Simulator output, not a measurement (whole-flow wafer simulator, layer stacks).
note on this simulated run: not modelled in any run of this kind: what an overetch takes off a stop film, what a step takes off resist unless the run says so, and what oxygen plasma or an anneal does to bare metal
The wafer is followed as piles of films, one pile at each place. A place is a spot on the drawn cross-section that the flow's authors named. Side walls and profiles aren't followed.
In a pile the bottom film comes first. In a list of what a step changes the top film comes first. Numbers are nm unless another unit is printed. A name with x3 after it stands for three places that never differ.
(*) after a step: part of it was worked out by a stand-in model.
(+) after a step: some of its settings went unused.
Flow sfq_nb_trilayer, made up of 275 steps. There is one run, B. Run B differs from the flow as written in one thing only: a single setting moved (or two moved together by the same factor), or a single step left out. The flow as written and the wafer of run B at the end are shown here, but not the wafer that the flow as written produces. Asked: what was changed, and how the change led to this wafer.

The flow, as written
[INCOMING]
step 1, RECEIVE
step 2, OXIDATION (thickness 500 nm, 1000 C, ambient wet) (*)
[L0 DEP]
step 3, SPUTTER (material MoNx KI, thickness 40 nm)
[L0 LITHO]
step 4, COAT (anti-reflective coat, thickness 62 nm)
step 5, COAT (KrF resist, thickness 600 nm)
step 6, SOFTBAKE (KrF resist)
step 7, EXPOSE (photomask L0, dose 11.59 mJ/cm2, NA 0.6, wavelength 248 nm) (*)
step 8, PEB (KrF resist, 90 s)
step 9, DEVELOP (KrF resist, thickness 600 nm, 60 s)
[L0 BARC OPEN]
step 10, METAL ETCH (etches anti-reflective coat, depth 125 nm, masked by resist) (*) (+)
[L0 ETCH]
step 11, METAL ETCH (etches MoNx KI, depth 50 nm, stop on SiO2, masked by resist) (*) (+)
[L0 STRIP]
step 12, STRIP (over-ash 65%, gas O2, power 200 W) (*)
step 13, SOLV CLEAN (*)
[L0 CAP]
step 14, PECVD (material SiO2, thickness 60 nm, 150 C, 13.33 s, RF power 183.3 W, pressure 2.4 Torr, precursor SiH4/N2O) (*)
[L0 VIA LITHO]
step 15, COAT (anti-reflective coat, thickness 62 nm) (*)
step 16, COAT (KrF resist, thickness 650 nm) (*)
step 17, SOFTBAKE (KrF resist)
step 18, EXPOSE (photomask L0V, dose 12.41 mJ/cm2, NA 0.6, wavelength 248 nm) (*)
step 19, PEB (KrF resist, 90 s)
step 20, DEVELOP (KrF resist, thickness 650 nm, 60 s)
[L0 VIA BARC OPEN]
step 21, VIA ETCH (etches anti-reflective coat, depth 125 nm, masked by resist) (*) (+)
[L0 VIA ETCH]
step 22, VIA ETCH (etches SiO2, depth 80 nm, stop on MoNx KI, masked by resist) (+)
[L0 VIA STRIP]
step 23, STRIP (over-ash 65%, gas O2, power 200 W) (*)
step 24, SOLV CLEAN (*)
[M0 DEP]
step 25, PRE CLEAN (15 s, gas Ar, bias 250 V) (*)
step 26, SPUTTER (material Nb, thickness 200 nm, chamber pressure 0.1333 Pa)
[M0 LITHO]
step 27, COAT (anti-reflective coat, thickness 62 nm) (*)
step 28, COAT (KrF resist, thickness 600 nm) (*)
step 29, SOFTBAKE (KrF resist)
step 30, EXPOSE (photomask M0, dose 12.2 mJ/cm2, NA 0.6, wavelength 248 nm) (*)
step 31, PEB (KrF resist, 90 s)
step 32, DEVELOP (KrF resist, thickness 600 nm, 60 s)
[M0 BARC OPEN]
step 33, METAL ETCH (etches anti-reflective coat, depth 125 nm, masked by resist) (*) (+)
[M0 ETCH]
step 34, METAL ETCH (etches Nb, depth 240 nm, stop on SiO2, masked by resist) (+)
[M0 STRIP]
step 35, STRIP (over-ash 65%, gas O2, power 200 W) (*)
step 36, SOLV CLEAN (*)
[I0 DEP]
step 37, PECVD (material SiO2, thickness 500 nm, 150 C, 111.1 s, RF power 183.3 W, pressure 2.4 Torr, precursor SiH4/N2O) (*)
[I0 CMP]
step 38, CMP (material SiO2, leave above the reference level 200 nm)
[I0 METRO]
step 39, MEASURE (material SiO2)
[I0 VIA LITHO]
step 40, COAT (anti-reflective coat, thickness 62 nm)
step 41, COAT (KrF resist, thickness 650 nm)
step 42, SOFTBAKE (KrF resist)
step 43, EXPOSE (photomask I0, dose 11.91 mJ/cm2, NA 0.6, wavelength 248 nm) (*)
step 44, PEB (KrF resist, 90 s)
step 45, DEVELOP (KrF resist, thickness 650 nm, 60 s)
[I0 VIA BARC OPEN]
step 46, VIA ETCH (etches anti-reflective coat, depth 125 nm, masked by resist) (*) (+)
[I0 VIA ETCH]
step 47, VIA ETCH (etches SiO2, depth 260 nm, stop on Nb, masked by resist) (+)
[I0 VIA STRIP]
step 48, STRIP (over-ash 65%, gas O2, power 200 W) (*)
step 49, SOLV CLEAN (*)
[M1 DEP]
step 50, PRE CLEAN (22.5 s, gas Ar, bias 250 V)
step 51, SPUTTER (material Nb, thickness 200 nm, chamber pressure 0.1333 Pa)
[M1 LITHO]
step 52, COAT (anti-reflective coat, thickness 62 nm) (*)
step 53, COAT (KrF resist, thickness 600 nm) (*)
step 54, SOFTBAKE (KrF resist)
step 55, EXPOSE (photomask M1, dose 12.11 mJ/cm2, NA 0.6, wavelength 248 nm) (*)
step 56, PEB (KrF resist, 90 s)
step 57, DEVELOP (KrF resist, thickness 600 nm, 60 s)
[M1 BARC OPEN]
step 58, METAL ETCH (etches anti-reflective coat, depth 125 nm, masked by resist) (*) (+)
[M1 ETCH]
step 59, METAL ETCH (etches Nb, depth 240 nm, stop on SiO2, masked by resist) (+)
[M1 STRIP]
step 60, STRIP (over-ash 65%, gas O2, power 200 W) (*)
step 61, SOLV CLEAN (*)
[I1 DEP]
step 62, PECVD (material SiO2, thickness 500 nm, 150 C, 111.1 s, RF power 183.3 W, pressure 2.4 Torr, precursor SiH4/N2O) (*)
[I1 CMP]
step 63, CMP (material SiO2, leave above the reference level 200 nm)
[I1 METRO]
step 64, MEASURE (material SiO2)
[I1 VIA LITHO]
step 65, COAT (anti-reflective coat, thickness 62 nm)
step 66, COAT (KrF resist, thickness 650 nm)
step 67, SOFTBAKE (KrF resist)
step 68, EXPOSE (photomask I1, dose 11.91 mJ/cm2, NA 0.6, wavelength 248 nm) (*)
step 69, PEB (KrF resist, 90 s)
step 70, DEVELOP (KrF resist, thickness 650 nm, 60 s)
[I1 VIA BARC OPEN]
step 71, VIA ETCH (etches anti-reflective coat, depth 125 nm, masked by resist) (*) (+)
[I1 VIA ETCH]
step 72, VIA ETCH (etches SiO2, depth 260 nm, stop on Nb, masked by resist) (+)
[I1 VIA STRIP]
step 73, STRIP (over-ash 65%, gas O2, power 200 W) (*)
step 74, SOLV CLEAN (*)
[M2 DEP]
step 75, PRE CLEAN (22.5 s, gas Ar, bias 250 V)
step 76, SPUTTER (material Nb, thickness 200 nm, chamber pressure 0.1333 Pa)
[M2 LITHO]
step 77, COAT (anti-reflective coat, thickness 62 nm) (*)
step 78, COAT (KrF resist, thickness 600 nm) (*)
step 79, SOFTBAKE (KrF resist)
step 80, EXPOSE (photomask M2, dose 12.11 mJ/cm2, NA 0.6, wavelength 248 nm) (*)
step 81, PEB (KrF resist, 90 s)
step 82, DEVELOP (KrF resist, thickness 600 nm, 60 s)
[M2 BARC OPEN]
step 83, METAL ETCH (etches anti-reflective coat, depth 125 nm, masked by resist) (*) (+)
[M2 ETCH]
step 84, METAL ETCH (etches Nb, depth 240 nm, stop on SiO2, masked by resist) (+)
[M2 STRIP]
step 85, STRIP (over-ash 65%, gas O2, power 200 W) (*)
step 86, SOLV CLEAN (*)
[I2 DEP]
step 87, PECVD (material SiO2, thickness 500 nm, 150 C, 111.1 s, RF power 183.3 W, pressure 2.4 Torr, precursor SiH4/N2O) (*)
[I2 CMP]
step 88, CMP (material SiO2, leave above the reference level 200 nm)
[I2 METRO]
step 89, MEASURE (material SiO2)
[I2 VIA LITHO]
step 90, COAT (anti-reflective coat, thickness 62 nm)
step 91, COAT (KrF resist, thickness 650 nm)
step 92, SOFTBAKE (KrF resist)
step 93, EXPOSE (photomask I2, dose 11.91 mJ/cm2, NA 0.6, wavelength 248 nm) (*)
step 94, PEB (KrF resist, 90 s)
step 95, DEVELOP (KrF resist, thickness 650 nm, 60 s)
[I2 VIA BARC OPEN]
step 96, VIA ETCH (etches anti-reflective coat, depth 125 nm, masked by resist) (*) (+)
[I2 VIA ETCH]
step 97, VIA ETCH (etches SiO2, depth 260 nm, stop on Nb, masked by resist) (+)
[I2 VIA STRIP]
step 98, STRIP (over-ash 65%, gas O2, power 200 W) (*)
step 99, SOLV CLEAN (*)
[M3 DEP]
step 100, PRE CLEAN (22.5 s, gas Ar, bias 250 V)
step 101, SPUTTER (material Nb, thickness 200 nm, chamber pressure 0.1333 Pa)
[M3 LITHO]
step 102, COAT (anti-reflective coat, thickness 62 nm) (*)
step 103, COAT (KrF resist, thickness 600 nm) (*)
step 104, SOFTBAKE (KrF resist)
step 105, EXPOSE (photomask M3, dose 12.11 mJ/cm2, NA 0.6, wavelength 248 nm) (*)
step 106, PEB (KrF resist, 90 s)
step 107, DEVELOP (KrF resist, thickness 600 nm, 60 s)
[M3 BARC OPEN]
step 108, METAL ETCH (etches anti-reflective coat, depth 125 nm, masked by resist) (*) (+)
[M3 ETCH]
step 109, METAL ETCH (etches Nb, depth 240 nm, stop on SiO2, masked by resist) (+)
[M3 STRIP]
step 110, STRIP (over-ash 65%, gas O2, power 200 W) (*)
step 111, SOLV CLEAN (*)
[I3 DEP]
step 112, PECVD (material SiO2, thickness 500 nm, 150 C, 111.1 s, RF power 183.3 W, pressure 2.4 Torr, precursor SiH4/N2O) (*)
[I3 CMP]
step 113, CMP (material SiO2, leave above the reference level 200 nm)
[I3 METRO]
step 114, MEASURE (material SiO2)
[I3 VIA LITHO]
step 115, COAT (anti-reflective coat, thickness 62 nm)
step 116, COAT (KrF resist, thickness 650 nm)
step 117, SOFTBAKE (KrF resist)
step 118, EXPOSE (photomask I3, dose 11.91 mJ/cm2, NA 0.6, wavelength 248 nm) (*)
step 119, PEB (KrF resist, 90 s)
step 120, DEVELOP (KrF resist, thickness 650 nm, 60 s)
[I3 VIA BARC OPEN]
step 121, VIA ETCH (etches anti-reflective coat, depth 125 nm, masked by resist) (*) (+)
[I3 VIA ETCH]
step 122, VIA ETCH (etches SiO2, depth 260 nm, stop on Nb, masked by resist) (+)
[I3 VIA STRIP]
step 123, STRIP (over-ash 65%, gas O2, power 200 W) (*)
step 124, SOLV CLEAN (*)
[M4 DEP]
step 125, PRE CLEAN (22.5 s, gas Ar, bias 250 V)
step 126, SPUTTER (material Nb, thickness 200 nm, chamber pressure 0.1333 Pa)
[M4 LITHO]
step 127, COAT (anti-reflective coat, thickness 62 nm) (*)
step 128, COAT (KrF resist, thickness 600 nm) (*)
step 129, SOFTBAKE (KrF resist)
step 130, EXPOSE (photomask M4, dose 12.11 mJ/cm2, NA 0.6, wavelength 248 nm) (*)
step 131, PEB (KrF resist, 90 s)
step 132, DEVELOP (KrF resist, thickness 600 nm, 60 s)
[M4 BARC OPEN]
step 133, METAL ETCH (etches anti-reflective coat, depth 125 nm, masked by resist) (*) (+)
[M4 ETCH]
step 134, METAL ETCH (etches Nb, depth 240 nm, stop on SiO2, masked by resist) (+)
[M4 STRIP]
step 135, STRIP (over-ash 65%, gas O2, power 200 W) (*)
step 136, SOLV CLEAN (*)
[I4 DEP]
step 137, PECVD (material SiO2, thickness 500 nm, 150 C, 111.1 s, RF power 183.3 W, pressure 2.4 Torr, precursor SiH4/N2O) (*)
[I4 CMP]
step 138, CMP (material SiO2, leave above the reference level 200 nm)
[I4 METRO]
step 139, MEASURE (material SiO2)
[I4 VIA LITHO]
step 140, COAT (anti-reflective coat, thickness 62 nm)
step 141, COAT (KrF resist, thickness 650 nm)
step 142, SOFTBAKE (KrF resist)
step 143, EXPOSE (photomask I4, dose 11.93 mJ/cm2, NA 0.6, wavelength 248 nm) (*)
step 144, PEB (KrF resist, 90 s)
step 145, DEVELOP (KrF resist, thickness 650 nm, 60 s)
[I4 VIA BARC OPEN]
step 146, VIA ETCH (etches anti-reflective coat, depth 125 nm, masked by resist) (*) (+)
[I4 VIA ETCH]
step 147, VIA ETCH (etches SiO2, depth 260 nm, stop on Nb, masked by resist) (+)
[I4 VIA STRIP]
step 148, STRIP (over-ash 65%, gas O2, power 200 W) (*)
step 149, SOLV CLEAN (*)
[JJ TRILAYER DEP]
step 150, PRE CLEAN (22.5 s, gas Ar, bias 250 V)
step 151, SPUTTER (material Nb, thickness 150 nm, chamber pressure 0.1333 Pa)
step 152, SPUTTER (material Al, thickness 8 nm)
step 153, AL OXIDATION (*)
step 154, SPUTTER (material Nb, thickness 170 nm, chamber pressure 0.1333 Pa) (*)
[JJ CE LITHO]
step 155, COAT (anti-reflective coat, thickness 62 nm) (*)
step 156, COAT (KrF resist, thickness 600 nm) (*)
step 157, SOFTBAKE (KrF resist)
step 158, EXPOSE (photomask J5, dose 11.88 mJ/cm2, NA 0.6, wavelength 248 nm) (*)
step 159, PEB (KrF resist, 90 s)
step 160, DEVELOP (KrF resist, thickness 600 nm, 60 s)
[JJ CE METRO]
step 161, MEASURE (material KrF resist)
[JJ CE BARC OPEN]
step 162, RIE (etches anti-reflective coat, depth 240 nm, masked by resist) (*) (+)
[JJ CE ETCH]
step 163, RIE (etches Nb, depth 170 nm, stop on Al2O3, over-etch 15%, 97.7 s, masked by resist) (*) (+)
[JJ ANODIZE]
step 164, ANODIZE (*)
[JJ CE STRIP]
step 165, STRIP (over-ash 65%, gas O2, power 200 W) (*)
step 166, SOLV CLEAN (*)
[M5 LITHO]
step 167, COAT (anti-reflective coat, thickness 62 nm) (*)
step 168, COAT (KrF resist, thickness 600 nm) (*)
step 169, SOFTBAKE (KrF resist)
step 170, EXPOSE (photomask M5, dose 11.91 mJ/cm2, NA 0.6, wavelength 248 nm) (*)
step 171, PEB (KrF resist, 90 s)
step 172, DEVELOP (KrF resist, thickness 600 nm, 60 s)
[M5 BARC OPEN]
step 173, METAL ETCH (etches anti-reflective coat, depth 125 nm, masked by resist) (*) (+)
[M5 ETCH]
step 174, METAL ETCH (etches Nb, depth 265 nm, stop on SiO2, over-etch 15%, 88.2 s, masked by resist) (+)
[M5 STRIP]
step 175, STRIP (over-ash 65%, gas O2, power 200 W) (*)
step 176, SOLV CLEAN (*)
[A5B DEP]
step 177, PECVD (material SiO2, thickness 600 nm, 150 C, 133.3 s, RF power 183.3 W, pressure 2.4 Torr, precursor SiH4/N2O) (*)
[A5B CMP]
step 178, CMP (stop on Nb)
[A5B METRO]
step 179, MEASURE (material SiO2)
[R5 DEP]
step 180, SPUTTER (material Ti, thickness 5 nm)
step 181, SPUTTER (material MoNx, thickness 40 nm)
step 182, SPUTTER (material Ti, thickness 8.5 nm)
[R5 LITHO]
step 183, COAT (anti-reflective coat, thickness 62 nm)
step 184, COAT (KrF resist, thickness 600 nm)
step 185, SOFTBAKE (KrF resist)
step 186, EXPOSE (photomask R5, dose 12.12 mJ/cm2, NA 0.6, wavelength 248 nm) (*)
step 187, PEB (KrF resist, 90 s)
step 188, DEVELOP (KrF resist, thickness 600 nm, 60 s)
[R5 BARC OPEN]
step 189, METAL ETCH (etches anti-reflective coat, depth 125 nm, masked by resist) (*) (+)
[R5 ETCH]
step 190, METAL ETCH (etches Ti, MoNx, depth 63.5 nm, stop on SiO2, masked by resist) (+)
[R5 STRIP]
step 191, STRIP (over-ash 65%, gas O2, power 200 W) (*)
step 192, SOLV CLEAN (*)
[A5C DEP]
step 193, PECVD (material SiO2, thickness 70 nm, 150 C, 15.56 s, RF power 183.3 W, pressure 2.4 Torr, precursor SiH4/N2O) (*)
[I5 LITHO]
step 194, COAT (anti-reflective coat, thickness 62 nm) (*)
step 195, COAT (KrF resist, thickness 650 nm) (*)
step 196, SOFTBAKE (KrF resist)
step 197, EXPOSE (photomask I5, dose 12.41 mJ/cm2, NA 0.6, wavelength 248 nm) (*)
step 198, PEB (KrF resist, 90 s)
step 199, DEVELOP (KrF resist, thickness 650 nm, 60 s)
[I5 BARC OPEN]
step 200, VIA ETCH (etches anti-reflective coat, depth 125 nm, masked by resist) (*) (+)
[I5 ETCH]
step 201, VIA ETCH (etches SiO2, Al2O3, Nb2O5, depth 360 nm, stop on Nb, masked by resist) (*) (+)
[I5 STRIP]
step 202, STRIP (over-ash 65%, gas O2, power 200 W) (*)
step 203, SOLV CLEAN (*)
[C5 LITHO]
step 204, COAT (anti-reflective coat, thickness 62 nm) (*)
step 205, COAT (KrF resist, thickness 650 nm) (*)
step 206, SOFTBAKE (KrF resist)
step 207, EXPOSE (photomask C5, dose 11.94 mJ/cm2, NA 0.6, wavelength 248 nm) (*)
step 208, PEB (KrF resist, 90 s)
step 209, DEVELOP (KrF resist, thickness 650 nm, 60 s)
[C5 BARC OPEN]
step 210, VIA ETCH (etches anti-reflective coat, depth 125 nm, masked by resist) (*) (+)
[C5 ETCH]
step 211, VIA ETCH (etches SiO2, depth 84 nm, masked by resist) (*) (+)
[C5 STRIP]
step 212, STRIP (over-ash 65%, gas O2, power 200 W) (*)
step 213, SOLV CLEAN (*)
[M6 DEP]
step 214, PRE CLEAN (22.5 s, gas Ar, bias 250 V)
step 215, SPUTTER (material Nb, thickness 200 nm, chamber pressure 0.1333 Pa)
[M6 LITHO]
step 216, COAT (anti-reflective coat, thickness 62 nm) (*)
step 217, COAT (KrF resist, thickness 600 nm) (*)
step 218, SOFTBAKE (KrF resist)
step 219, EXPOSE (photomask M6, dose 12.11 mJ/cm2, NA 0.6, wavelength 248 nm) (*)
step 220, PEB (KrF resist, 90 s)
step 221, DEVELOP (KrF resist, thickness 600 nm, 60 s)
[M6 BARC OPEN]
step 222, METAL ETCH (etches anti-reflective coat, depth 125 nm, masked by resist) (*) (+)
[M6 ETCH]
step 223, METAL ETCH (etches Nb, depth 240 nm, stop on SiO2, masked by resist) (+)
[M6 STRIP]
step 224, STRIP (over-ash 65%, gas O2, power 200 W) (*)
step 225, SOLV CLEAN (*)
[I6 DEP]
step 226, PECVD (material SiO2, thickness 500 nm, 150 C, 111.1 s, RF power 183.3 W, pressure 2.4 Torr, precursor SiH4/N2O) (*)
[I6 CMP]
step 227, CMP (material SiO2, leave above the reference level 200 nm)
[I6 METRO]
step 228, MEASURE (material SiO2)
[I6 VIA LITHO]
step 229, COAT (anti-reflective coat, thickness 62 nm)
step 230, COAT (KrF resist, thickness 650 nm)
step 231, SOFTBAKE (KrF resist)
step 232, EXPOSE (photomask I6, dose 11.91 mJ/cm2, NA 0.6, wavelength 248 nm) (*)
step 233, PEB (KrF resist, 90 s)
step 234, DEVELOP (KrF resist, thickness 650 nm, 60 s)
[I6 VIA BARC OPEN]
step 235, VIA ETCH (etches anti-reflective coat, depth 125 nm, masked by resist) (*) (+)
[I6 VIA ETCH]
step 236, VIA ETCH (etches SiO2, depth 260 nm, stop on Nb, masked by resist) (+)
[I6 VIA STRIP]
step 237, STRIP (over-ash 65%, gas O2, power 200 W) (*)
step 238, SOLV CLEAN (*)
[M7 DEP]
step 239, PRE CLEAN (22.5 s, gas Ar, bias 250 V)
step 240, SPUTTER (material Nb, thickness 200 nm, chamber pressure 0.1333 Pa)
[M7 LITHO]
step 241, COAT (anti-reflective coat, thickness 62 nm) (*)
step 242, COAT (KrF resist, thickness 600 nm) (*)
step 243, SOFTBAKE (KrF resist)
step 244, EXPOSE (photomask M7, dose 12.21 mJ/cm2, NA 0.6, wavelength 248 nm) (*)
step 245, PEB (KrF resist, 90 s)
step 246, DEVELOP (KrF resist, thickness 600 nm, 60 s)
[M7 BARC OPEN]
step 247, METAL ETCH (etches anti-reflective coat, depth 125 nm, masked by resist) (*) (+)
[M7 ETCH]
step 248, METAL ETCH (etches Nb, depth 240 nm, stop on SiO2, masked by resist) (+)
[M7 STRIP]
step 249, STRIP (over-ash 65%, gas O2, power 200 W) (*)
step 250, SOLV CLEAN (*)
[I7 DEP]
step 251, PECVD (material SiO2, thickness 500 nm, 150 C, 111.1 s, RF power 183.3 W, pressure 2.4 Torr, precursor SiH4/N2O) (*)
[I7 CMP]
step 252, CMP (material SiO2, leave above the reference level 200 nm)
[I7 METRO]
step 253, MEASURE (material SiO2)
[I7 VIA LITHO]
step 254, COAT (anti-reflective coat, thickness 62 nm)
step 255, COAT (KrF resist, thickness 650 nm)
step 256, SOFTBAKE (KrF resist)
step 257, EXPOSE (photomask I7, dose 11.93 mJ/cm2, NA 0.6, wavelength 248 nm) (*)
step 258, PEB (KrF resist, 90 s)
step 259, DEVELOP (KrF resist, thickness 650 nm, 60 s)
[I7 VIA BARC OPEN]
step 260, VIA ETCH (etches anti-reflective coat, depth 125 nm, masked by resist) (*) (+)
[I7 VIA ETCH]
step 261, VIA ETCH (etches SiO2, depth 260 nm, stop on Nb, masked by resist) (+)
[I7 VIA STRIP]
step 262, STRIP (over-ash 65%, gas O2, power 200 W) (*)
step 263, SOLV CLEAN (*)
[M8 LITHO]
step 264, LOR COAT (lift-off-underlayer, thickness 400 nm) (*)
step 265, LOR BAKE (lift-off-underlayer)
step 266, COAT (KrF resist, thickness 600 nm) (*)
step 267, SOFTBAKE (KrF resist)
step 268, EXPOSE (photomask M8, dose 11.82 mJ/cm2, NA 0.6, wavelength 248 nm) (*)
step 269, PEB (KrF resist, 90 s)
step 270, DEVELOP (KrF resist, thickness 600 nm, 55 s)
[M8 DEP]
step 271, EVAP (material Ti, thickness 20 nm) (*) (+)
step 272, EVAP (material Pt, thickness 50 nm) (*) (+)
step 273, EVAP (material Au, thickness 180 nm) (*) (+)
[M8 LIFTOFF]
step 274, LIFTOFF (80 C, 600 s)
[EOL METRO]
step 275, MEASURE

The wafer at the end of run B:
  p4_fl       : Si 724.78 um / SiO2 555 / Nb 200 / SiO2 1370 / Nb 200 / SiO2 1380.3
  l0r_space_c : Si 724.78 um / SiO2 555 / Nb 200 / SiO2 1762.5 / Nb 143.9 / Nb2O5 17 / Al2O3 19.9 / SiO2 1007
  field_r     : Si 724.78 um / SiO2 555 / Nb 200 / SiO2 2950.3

What caused this: step 152, SPUTTER: thickness 12.4 nm was run, whereas the flow has thickness 8 nm.

How this came from the change, step by step:
  step 152, SPUTTER (material Al, thickness 8 nm)
      field_l, v_sur, via_sp and 100 more: +12.4 Al (new film) (as written it would have been: +8 Al (new film))
      via_wl, via_wr: +7.96 Al (new film) (as written it would have been: +5.14 Al (new film))
      (as well as at 1 more place)
  step 155, COAT (anti-reflective coat, thickness 62 nm) (*)
      via_wl, via_wr: +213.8 anti-reflective coat (new film) (as written it would have been: +209.4 anti-reflective coat (new film))
  step 162, RIE (etches anti-reflective coat, depth 240 nm, masked by resist) (*) (+)
      ce_l, c5j, ce_r, wl_jj: -213.8 KrF resist (as written it would have been: -209.4 KrF resist)
      via_wl, via_wr: -213.8 anti-reflective coat (all of it) (as written it would have been: -209.4 anti-reflective coat (all of it))
  step 164, ANODIZE (*)
      field_l, v_sur, via_sp and 96 more: +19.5 Al2O3, +17 Nb2O5 (new film), -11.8 Al (all of it), -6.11 Nb (as written it would have been: +12.2 Al2O3, +29.9 Nb2O5 (new film), -7.42 Al (all of it), -10.8 Nb)
      via_wl, via_wr: +12.2 Al2O3 (new film), +30.9 Nb2O5 (new film), -7.38 Al (all of it), -11.1 Nb (as written it would have been: +7.52 Al2O3 (new film), +39.2 Nb2O5 (new film), -4.56 Al (all of it), -14.1 Nb)
      (as well as at 1 more place)
  step 167, COAT (anti-reflective coat, thickness 62 nm) (*)
      ce_l: +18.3 anti-reflective coat (new film) (as written it would have been: +19.6 anti-reflective coat (new film))
      c5j: +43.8 anti-reflective coat (new film) (as written it would have been: +44.7 anti-reflective coat (new film))
      (as well as at 1 more place)
  step 174, METAL ETCH (etches Nb, depth 265 nm, stop on SiO2, over-etch 15%, 88.2 s, masked by resist) (+)
      field_l, r_sur, res and 50 more: -19.9 Al2O3 (all of it), -17 Nb2O5 (all of it), -143.9 Nb (all of it), -12.4 SiO2 (as written it would have been: -12.6 Al2O3 (all of it), -29.9 Nb2O5 (all of it), -139.2 Nb (all of it), -12.3 SiO2)
  step 175, STRIP (over-ash 65%, gas O2, power 200 W) (*)
      ce_l: -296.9 KrF resist (all of it), -18.3 anti-reflective coat (all of it) (as written it would have been: -299.6 KrF resist (all of it), -19.6 anti-reflective coat (all of it))
      c5j: -276 KrF resist (all of it), -43.8 anti-reflective coat (all of it) (as written it would have been: -279 KrF resist (all of it), -44.7 anti-reflective coat (all of it))
      (as well as at 1 more place)
  step 178, CMP (stop on Nb)
      via_wl, via_wr: -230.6 SiO2 (as written it would have been: -235.7 SiO2)
      via_w: -229.9 SiO2 (as written it would have been: -235.2 SiO2)
  step 201, VIA ETCH (etches SiO2, Al2O3, Nb2O5, depth 360 nm, stop on Nb, masked by resist) (*) (+)
      be: -221.8 SiO2 (all of it), -19.9 Al2O3 (all of it), -17 Nb2O5 (all of it) (as written it would have been: -216.4 SiO2 (all of it), -12.7 Al2O3 (all of it), -29.9 Nb2O5 (all of it))
